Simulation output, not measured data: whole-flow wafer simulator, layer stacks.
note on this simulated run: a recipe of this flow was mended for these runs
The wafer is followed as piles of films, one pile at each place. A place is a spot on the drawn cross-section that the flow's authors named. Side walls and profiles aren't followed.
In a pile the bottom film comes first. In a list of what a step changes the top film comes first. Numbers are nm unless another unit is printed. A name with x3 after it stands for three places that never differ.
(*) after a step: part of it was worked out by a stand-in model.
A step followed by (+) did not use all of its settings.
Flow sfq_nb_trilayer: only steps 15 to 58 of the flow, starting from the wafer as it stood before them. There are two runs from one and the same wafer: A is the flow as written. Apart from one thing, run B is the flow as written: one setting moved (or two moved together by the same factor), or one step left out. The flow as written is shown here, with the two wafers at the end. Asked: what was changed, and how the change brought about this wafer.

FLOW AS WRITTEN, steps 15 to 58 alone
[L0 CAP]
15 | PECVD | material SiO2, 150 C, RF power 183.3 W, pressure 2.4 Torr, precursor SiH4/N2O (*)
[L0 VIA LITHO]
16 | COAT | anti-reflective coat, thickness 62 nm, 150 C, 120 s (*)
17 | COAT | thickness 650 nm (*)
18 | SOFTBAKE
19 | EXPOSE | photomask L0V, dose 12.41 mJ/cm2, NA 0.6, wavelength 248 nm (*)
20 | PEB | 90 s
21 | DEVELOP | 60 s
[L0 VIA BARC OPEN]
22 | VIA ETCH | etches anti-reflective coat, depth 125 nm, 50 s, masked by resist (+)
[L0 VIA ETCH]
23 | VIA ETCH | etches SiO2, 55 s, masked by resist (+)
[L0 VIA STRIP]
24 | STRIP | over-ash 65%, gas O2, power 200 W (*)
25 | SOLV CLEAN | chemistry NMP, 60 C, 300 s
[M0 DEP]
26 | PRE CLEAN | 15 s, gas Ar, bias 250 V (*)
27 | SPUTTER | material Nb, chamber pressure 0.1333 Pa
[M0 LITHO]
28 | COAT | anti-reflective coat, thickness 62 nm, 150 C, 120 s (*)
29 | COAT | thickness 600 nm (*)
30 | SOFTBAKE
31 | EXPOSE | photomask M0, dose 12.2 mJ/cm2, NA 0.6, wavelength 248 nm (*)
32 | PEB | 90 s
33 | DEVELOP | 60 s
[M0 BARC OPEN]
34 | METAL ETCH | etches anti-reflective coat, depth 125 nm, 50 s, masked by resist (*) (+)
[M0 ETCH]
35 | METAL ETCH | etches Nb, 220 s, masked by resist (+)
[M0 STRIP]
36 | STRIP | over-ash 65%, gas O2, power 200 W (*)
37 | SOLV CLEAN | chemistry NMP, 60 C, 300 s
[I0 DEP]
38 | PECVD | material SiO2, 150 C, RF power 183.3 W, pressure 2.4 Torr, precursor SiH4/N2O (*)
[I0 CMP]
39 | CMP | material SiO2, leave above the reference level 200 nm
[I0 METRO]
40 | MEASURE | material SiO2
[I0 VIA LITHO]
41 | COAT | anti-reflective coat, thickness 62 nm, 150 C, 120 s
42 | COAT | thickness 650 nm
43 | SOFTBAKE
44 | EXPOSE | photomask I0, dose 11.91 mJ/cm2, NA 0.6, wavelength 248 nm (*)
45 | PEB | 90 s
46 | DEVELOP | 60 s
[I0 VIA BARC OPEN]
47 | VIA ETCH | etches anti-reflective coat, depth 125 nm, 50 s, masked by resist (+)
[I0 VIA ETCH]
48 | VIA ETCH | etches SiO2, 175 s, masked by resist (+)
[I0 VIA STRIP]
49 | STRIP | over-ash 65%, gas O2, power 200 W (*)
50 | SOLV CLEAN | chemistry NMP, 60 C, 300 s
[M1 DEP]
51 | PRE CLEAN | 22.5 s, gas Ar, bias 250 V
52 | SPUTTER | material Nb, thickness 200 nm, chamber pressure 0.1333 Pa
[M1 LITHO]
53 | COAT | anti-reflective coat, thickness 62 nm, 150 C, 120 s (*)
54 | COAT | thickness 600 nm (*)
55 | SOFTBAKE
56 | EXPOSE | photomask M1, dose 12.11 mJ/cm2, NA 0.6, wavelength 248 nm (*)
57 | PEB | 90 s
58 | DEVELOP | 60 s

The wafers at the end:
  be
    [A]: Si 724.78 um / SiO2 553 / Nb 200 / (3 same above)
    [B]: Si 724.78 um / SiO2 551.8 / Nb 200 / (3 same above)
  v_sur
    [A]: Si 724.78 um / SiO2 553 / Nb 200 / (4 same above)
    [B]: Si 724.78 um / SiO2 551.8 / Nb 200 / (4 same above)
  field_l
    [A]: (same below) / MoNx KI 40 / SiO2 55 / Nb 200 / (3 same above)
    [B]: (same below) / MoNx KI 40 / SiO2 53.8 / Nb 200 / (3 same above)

The reason: step 26, PRE CLEAN: bias 338 V was run, whereas the flow has bias 250 V.

Step by step, how the change led to this:
  26 | PRE CLEAN | 15 s, gas Ar, bias 250 V (*)
      field_l, v_sur, via_wl and 102 more: A -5 SiO2 | B -6.18 SiO2
      l0v: A -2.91 MoNx KI | B -3.89 MoNx KI
